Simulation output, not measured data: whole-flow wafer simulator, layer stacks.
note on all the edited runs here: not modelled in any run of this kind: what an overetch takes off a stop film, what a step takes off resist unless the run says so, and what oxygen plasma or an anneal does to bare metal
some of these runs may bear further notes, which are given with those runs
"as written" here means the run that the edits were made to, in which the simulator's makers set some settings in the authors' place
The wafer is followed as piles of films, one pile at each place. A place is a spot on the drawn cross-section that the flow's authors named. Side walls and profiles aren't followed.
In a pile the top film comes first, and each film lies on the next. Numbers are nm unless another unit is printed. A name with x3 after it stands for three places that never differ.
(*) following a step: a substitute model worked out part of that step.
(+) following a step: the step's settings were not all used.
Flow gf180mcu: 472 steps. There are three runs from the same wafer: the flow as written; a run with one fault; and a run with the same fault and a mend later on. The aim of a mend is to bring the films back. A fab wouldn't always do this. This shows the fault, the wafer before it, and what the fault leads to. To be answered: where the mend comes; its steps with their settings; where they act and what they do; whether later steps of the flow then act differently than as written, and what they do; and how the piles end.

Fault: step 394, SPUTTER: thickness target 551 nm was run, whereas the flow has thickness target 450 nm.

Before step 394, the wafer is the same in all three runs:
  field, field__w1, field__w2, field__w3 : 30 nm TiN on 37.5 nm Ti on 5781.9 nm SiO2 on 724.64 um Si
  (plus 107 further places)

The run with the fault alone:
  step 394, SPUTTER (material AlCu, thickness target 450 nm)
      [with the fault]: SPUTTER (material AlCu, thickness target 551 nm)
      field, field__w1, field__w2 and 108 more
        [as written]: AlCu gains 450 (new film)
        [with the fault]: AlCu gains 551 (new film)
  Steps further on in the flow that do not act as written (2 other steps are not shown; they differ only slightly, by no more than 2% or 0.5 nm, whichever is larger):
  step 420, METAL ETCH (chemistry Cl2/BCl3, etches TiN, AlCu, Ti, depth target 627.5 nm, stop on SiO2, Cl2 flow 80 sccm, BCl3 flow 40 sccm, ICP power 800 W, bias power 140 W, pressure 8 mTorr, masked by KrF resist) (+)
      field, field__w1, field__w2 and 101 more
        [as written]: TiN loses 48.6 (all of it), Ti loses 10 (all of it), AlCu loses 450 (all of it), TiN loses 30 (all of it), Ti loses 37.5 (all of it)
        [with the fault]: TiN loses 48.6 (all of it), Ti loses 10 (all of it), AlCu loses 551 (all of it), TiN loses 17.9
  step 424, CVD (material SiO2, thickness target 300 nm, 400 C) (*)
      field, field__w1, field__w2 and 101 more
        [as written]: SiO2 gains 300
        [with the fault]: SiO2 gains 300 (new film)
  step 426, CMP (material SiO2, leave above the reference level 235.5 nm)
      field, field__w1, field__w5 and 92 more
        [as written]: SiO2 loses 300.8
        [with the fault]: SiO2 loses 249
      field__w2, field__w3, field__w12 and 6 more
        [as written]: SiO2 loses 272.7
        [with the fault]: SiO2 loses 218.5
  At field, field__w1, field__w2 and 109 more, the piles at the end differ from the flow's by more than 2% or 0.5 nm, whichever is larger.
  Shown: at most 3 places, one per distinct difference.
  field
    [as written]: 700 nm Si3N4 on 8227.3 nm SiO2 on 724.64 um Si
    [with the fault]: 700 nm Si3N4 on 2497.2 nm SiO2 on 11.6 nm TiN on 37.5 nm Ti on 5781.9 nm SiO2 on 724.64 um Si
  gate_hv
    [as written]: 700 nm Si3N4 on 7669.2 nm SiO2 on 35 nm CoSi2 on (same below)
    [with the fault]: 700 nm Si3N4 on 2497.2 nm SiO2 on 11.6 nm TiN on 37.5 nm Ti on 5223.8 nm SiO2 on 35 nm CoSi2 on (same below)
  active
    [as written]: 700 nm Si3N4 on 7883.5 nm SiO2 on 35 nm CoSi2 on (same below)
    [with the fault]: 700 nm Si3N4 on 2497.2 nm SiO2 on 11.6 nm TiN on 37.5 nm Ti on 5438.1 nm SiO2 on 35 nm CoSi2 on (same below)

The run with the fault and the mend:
  The mend stands after step 394.
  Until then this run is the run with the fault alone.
  step 394a, METAL ETCH (chemistry Cl2/BCl3, etches TiN, AlCu, Ti, depth target 101 nm, Cl2 flow 80 sccm, BCl3 flow 40 sccm, ICP power 800 W, bias power 140 W, pressure 8 mTorr) (a further turn of the flow's step 260, with different settings)
      field, field__w1, field__w2 and 108 more
        AlCu loses 101
  None of the later steps of the flow acts differently than as written at any place that is followed.
  At every place that both follow, the piles at the end match the flow's.
